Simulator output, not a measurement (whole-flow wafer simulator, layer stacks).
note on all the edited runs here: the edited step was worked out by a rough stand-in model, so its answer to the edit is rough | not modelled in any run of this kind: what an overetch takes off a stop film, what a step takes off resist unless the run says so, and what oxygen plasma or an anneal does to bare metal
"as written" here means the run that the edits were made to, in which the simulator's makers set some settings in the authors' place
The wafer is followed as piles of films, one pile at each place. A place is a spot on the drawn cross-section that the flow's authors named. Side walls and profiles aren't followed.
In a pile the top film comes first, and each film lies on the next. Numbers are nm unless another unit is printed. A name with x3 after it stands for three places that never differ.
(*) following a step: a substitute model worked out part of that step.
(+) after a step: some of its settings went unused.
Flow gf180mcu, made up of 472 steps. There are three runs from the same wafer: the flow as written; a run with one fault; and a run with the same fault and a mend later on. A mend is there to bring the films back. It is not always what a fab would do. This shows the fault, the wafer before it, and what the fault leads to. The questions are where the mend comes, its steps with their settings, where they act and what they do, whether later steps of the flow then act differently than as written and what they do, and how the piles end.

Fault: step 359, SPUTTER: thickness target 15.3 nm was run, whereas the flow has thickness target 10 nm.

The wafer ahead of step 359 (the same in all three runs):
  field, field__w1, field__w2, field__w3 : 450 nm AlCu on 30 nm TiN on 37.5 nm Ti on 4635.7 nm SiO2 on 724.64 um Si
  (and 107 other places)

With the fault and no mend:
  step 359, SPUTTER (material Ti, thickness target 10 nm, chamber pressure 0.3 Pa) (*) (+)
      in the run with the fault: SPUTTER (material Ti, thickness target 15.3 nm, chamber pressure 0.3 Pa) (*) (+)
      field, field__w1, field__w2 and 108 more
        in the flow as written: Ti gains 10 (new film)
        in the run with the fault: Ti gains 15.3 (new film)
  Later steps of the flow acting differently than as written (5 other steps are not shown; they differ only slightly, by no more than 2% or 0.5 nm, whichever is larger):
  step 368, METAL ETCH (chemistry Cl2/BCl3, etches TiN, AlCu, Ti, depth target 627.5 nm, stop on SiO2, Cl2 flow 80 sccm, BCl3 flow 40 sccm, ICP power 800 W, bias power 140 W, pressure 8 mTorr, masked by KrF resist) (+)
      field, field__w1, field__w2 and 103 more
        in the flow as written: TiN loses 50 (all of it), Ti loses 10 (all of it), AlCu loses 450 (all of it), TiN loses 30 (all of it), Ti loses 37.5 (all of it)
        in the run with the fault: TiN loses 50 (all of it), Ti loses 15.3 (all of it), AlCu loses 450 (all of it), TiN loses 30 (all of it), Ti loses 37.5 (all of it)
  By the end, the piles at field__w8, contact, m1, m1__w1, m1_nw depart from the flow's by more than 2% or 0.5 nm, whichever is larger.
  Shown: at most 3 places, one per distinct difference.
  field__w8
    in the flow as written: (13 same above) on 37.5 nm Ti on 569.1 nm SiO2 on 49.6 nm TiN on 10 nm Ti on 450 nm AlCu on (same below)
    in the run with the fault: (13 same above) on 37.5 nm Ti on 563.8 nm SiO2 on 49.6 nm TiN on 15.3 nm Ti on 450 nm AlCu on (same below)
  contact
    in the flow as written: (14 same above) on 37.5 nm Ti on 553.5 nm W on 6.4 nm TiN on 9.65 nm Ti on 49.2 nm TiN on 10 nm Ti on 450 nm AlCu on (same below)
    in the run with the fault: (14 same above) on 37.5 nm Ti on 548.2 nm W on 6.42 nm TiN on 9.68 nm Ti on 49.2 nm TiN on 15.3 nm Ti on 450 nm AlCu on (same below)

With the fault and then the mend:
  The mend stands after step 359.
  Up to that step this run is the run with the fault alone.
  step 359a, METAL ETCH (chemistry Cl2/BCl3, etches TiN, AlCu, Ti, depth target 5.3 nm, Cl2 flow 80 sccm, BCl3 flow 40 sccm, ICP power 800 W, bias power 140 W, pressure 8 mTorr) (a further turn of the flow's step 260, with different settings)
      field, field__w1, field__w2 and 108 more
        Ti loses 5.3
  None of the later steps of the flow acts differently than as written at any place that is followed.
  At every place that both follow, the piles at the end match the flow's.
